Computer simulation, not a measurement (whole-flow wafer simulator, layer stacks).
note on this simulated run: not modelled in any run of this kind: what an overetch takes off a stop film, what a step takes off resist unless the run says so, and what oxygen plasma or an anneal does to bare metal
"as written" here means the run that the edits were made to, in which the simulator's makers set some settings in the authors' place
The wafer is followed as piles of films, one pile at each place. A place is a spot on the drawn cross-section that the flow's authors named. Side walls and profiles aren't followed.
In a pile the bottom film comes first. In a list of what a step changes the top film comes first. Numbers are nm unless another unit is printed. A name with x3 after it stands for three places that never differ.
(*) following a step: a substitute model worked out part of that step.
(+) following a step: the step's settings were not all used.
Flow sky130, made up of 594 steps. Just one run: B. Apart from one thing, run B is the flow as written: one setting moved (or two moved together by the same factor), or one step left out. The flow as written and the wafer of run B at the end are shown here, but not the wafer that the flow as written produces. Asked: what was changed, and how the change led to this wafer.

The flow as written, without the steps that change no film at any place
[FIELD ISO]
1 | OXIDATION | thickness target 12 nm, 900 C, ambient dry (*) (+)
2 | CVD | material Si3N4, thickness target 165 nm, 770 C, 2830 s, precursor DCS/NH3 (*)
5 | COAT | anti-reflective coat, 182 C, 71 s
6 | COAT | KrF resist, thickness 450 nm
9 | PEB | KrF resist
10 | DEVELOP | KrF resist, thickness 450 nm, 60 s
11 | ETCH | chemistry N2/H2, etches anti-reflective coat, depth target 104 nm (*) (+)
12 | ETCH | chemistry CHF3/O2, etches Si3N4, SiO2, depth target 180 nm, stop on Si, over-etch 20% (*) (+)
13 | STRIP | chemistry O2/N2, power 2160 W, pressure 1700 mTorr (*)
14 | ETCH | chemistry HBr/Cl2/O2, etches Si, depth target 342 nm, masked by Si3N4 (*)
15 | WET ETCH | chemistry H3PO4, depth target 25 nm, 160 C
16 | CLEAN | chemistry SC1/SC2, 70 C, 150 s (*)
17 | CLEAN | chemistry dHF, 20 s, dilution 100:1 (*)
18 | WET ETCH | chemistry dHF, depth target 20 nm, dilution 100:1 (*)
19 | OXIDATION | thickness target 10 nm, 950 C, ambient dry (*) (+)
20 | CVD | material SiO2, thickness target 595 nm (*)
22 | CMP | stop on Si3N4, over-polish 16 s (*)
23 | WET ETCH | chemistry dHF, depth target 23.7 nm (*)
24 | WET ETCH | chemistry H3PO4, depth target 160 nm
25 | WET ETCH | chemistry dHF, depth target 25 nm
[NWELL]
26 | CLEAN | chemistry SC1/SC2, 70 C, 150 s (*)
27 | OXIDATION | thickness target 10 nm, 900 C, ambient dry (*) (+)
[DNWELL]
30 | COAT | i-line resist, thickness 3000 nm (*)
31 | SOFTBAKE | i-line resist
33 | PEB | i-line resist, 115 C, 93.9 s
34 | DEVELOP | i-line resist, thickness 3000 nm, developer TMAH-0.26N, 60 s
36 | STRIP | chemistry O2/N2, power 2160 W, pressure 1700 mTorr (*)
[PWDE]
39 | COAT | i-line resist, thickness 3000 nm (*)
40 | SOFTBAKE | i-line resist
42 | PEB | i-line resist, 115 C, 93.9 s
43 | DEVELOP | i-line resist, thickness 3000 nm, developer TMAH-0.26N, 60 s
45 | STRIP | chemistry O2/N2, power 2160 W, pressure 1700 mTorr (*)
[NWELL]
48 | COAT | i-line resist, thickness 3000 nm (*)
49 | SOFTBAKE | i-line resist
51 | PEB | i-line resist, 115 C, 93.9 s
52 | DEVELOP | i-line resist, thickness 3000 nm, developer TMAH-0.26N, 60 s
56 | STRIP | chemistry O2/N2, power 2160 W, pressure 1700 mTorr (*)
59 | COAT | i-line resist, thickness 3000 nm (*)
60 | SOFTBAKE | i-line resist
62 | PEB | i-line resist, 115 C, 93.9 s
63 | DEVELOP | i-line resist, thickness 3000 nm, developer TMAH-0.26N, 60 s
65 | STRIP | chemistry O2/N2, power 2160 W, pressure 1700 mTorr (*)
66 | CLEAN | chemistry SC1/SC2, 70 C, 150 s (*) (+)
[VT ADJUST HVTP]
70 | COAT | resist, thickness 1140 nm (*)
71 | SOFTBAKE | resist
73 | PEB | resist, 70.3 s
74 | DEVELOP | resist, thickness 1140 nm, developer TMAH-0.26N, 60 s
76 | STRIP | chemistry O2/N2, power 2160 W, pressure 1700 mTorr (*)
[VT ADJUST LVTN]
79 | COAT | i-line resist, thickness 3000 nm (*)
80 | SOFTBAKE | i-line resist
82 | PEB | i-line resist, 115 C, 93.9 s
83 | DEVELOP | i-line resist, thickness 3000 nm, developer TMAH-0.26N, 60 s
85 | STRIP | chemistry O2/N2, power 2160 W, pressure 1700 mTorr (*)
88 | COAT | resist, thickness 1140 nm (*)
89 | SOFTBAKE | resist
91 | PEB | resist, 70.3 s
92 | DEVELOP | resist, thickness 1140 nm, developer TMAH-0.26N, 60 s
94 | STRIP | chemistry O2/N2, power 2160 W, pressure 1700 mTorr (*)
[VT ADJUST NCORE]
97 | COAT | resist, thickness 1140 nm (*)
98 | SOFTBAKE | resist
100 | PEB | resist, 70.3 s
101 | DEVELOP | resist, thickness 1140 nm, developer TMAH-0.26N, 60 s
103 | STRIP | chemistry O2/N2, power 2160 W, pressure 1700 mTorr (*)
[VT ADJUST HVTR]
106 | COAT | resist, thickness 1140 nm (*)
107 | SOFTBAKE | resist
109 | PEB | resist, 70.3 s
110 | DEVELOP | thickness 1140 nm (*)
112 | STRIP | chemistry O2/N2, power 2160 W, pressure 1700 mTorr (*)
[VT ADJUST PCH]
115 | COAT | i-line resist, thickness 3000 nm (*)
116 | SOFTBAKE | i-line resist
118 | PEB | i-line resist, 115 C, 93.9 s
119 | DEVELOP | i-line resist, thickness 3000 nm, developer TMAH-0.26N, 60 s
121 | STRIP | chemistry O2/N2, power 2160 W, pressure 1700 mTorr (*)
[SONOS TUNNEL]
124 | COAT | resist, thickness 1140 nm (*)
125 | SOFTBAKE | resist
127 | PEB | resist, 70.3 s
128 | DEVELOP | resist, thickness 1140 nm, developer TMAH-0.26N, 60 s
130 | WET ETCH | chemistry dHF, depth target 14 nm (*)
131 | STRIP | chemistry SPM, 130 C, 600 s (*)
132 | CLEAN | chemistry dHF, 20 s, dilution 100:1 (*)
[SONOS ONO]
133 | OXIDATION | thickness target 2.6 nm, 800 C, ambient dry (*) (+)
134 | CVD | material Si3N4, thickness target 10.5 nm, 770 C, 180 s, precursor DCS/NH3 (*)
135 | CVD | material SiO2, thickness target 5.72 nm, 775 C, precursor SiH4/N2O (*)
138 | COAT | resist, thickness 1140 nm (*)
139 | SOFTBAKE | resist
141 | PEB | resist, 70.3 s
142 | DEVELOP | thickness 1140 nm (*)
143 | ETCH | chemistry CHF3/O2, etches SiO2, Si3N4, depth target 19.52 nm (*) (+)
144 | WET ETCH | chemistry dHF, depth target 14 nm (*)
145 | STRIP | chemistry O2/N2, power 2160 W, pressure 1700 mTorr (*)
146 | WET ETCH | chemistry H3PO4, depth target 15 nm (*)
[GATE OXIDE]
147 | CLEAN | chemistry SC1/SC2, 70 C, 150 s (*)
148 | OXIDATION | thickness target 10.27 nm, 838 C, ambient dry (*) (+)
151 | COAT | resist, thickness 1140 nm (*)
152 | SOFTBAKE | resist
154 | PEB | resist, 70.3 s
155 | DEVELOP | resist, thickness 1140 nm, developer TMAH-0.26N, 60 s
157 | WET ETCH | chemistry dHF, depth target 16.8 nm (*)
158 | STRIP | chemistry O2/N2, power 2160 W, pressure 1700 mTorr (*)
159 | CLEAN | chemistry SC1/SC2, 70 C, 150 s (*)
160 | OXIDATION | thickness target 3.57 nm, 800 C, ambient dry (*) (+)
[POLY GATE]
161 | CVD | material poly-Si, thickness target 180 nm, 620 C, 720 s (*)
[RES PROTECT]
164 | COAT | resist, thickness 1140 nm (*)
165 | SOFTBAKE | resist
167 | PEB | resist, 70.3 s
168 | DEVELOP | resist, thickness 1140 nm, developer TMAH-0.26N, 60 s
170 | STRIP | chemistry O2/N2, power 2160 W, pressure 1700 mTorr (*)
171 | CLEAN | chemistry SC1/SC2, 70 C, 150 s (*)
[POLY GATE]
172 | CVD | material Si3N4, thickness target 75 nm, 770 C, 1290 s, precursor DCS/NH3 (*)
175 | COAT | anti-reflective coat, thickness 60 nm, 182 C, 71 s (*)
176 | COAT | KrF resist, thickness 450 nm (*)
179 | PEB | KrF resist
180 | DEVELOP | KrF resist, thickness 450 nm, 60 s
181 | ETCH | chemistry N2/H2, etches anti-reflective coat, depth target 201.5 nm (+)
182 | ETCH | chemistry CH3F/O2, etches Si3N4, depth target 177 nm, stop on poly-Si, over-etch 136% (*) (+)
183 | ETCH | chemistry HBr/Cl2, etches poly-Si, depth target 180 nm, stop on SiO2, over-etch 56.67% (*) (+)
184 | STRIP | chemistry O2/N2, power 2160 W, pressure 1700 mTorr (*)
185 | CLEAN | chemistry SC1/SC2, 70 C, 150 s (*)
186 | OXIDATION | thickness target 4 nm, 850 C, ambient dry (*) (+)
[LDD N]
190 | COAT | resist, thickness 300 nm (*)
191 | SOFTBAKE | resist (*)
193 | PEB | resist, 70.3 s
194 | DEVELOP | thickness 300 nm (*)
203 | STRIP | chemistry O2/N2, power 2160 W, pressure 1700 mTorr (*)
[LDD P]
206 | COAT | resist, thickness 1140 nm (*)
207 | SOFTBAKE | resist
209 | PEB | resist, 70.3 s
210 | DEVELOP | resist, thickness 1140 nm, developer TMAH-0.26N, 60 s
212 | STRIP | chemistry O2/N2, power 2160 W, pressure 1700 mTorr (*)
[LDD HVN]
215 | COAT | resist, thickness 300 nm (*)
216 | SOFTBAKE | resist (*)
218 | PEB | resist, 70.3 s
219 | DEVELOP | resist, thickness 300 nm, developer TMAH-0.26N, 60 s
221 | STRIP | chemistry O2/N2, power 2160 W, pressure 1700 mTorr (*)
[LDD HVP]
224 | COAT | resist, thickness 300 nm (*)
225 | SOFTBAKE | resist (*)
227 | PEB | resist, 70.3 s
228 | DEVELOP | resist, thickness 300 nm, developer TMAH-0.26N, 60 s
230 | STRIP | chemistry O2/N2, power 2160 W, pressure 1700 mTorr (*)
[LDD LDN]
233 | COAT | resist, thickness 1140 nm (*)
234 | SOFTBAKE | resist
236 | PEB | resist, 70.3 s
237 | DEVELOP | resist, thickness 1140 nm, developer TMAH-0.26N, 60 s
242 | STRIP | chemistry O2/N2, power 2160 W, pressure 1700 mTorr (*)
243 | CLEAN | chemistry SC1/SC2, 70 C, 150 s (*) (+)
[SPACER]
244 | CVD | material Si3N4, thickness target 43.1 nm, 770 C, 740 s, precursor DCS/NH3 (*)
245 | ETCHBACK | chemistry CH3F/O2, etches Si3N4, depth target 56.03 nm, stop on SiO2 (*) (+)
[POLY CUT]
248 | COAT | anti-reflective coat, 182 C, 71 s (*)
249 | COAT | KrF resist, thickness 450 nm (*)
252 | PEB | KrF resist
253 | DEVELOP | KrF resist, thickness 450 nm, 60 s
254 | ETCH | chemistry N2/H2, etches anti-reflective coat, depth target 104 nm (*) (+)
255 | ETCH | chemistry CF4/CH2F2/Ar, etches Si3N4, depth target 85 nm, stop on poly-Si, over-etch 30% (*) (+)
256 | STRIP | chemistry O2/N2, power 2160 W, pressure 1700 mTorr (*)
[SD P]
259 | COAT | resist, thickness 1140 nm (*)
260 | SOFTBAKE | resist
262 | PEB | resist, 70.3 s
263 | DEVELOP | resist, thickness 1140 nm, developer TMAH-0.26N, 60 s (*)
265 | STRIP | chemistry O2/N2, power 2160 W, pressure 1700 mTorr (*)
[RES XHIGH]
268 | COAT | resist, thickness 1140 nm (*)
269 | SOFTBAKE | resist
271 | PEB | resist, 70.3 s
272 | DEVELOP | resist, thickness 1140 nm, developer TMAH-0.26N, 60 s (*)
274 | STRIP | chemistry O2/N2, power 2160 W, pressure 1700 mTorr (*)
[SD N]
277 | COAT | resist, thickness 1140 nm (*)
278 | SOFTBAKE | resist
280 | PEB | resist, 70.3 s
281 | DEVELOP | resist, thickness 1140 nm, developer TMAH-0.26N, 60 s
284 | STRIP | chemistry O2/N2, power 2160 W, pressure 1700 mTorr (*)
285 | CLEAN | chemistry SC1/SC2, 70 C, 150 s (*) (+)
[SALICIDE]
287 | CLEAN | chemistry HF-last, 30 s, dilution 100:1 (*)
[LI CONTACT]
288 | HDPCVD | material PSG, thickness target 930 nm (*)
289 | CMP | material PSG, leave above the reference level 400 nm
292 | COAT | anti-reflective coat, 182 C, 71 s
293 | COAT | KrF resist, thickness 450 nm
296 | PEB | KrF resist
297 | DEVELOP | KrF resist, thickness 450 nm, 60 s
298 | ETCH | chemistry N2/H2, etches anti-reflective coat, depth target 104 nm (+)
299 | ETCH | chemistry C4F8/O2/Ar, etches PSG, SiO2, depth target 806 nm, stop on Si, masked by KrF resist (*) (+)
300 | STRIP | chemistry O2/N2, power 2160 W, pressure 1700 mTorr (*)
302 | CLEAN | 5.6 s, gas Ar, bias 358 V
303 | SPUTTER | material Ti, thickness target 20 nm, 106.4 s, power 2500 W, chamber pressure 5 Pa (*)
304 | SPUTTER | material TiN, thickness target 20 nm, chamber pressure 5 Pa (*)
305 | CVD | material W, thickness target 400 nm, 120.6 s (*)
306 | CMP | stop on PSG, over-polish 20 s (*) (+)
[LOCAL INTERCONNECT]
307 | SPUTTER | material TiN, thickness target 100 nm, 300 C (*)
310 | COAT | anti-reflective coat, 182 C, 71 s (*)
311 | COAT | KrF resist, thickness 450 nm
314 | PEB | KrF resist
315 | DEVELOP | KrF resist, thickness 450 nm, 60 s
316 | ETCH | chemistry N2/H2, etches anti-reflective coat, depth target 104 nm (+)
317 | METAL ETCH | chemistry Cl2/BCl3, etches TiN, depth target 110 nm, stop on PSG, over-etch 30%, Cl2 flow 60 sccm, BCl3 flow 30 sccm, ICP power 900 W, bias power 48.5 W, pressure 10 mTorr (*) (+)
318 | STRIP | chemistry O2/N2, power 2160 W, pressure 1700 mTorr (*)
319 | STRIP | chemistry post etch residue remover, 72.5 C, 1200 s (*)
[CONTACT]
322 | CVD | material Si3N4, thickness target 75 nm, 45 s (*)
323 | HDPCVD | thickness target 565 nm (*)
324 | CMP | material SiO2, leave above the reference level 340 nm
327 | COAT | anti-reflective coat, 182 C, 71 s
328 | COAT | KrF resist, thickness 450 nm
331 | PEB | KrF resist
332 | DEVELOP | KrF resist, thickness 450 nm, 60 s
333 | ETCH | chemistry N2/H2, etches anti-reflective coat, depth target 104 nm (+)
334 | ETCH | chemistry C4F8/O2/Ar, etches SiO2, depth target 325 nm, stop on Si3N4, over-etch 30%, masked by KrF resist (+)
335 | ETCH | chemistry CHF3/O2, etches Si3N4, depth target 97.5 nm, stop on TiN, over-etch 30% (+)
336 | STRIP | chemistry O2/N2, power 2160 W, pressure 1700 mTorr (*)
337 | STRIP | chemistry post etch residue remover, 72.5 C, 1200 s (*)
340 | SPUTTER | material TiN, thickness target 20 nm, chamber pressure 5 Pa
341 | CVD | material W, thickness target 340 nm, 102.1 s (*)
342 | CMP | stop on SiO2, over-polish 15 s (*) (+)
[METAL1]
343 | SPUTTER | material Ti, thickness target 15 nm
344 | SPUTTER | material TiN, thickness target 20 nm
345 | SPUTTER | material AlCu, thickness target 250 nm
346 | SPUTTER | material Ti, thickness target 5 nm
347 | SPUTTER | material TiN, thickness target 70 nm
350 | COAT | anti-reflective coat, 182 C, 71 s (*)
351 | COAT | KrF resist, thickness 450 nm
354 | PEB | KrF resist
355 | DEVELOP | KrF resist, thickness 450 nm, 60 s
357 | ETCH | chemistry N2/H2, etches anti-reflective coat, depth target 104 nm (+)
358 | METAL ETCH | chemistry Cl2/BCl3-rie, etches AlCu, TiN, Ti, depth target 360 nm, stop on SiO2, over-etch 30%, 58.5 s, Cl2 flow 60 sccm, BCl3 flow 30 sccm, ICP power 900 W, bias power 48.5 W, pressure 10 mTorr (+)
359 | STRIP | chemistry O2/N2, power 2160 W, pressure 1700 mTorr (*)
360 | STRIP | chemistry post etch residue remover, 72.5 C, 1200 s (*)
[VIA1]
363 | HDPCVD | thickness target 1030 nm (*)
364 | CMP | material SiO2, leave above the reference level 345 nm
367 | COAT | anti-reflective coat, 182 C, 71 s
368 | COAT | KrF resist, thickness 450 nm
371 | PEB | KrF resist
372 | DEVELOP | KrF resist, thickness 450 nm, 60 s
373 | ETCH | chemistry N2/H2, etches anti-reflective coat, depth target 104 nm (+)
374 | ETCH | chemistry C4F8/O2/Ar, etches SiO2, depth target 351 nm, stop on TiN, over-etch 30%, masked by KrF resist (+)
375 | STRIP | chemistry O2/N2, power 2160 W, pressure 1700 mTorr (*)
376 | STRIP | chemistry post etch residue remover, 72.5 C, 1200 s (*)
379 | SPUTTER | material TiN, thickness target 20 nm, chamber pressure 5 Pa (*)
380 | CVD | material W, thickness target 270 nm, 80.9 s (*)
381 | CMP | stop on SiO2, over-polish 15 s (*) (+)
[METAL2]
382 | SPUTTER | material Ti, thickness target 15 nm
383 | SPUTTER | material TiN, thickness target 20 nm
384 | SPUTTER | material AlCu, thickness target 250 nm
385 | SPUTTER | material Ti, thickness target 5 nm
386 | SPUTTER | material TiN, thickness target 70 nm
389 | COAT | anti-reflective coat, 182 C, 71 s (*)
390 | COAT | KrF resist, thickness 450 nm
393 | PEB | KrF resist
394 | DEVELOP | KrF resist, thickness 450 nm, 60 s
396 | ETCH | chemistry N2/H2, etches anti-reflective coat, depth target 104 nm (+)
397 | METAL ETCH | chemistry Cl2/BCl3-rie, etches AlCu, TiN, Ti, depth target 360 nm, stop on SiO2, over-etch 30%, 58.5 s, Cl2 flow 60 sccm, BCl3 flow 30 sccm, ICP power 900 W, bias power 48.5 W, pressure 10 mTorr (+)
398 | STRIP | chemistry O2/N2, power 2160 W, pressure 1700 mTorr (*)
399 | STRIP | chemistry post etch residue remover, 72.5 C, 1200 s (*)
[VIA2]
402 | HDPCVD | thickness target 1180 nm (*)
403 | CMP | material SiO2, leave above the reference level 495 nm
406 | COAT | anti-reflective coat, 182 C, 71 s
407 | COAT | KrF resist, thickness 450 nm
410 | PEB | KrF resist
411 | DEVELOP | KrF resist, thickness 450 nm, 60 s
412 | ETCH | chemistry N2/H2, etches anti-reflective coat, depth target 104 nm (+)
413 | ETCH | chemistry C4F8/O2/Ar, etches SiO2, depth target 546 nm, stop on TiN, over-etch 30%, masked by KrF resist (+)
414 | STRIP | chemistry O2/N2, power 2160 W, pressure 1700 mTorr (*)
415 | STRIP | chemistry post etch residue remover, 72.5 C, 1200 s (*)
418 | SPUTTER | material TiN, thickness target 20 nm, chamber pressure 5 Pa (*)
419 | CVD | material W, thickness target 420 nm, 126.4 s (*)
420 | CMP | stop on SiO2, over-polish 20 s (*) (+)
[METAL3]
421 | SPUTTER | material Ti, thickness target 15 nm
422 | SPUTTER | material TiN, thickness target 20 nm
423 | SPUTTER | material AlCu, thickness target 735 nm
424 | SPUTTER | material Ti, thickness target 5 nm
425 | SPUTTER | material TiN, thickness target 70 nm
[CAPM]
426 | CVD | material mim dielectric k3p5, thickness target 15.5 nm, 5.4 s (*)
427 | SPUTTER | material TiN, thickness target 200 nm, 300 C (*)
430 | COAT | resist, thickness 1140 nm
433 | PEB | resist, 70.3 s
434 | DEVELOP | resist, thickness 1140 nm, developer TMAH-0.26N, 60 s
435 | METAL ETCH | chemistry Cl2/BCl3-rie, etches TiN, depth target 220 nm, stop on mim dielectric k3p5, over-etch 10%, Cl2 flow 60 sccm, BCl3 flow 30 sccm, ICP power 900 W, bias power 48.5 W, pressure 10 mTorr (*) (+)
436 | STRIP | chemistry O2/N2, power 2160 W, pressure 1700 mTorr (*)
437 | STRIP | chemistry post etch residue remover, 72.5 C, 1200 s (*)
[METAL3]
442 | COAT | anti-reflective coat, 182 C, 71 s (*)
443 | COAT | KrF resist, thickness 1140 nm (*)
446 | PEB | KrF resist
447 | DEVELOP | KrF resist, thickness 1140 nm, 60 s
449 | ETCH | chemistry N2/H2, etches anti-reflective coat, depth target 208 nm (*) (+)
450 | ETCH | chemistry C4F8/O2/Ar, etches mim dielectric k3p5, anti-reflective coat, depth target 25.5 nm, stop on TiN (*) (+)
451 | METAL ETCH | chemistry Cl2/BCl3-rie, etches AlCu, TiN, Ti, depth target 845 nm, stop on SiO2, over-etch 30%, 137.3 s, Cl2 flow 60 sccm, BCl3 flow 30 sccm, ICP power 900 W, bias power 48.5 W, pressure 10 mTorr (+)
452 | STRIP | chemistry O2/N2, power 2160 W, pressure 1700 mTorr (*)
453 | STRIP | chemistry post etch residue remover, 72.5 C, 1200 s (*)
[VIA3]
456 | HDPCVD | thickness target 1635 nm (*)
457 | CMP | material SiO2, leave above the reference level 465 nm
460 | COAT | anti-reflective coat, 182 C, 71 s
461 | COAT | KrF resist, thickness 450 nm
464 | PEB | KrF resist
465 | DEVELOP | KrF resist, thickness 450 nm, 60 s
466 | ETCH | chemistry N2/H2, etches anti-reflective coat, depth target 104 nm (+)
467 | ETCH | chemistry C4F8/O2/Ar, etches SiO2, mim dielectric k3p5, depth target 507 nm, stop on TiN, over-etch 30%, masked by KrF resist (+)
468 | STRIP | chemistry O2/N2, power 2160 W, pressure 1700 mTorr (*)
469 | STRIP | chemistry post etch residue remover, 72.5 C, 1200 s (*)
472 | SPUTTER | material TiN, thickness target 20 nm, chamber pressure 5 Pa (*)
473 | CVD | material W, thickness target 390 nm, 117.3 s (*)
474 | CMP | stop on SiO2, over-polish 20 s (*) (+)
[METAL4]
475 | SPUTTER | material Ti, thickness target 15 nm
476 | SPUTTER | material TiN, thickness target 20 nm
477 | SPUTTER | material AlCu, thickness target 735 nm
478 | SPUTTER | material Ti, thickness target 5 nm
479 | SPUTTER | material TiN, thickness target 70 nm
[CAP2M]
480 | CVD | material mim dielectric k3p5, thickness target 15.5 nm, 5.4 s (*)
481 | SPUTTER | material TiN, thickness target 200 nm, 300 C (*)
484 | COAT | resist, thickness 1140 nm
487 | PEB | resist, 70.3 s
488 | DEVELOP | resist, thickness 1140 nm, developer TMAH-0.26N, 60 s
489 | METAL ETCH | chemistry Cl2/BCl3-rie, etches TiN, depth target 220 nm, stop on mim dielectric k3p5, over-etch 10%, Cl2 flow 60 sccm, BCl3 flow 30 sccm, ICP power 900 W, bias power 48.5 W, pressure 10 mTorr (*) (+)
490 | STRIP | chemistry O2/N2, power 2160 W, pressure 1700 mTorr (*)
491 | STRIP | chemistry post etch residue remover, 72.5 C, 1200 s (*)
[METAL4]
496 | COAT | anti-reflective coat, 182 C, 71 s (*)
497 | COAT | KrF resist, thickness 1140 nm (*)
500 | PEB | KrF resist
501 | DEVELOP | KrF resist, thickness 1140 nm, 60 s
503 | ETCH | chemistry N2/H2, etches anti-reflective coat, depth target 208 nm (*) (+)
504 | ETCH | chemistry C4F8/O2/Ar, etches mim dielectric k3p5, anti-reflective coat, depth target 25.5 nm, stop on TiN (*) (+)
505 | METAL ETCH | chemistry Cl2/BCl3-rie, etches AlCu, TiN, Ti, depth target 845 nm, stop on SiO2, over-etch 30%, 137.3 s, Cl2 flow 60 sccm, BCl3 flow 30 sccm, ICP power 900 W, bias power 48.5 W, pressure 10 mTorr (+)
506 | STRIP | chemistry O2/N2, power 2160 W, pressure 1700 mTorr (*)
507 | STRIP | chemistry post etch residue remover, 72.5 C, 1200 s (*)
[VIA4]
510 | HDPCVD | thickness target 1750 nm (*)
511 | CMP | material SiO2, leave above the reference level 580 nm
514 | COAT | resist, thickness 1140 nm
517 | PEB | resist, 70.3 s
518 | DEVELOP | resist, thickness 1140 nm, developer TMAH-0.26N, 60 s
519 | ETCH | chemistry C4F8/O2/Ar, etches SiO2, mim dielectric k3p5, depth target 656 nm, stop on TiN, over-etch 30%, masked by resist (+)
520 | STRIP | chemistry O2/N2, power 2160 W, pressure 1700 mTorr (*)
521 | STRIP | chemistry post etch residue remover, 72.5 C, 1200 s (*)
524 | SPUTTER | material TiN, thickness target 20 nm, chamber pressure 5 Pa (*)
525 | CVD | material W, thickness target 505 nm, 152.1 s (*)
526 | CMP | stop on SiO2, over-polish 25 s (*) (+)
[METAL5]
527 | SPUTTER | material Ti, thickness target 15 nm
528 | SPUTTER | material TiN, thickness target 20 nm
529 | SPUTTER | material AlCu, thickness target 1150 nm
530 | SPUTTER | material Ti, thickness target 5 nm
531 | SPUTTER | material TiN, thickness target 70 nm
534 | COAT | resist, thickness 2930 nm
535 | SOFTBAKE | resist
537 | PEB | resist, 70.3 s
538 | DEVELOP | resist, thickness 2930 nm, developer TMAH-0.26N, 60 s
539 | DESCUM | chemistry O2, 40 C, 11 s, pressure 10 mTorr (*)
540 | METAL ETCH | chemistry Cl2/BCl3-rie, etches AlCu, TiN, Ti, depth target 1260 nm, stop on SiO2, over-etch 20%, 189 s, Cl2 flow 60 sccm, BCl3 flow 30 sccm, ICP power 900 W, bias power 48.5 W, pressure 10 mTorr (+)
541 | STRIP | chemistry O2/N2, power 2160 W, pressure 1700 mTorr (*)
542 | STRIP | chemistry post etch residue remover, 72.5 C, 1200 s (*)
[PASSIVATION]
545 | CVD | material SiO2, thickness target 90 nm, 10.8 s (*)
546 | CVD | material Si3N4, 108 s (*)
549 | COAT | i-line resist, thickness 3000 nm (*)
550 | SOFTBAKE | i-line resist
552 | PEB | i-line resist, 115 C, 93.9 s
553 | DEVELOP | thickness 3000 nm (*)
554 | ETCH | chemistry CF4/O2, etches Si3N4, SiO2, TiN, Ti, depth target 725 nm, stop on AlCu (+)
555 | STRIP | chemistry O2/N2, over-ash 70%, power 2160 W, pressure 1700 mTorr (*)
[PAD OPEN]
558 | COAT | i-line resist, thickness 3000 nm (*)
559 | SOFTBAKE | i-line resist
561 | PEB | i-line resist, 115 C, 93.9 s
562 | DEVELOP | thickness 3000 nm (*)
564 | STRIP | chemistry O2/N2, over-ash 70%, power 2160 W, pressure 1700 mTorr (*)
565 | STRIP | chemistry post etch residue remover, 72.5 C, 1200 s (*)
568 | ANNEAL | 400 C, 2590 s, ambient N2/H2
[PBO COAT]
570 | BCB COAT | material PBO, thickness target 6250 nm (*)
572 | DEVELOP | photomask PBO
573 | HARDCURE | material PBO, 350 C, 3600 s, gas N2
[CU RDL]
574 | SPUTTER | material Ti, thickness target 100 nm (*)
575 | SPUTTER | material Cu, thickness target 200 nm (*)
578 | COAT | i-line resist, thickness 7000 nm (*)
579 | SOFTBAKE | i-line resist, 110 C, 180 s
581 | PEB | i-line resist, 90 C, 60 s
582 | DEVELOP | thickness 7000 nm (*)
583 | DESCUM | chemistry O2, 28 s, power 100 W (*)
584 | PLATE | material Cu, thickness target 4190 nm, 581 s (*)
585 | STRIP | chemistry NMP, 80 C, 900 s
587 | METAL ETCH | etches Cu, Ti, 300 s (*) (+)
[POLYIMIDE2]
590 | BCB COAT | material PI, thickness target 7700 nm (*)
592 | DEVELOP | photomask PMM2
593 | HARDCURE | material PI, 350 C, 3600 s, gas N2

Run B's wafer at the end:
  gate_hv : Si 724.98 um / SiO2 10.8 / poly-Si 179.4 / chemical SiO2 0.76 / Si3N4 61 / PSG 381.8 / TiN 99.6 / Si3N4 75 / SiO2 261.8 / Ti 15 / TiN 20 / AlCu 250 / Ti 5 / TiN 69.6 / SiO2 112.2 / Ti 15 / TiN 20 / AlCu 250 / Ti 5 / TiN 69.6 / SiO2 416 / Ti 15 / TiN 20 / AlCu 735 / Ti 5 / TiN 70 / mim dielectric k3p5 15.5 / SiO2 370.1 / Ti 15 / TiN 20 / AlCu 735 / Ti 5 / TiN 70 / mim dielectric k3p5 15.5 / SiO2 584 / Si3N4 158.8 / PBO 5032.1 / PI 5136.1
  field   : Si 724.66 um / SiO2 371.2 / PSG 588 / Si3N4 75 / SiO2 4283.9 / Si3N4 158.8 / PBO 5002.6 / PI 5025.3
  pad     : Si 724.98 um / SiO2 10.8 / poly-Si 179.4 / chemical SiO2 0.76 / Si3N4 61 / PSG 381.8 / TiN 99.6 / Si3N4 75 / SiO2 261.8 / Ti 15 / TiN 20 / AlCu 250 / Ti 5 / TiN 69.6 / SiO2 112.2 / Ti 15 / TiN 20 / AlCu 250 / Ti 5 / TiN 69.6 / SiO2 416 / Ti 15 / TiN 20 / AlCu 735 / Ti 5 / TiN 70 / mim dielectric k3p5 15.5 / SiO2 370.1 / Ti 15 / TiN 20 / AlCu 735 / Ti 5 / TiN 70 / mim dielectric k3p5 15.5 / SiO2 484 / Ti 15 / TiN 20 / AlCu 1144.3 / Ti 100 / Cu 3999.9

Cause: step 364, CMP: leave above the reference level 190 nm was run, whereas the flow has leave above the reference level 345 nm.

How this came from the change, step by step:
  364 | CMP | material SiO2, leave above the reference level 345 nm
      n_well, p_well, gate_hv and 100 more: SiO2 loses 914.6 (as written it would have been: SiO2 loses 759.6)
      field, active, gate and 81 more: SiO2 loses 544.1 (as written it would have been: SiO2 loses 389.1)
      (as well as at 4 more places)
  374 | ETCH | chemistry C4F8/O2/Ar, etches SiO2, depth target 351 nm, stop on TiN, over-etch 30%, masked by KrF resist (+)
      field, active, n_well and 186 more: KrF resist loses 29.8 (as written it would have been: KrF resist loses 70.1)
      m1, via1_hole: SiO2 loses 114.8 (all of it) (as written it would have been: SiO2 loses 269.8 (all of it))
  375 | STRIP | chemistry O2/N2, power 2160 W, pressure 1700 mTorr (*)
      field, active, n_well and 186 more: KrF resist loses 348 (all of it), anti-reflective coat loses 80 (all of it) (as written it would have been: KrF resist loses 307.7 (all of it), anti-reflective coat loses 80 (all of it))
  379 | SPUTTER | material TiN, thickness target 20 nm, chamber pressure 5 Pa (*)
      m1: TiN gains 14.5 (as written it would have been: TiN gains 11)
      via1_hole: TiN gains 14.5 (as written it would have been: TiN gains 10.9)
  380 | CVD | material W, thickness target 270 nm, 80.9 s (*)
      m1, via1_hole: W gains 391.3 (new film) (as written it would have been: W gains 549.9 (new film))
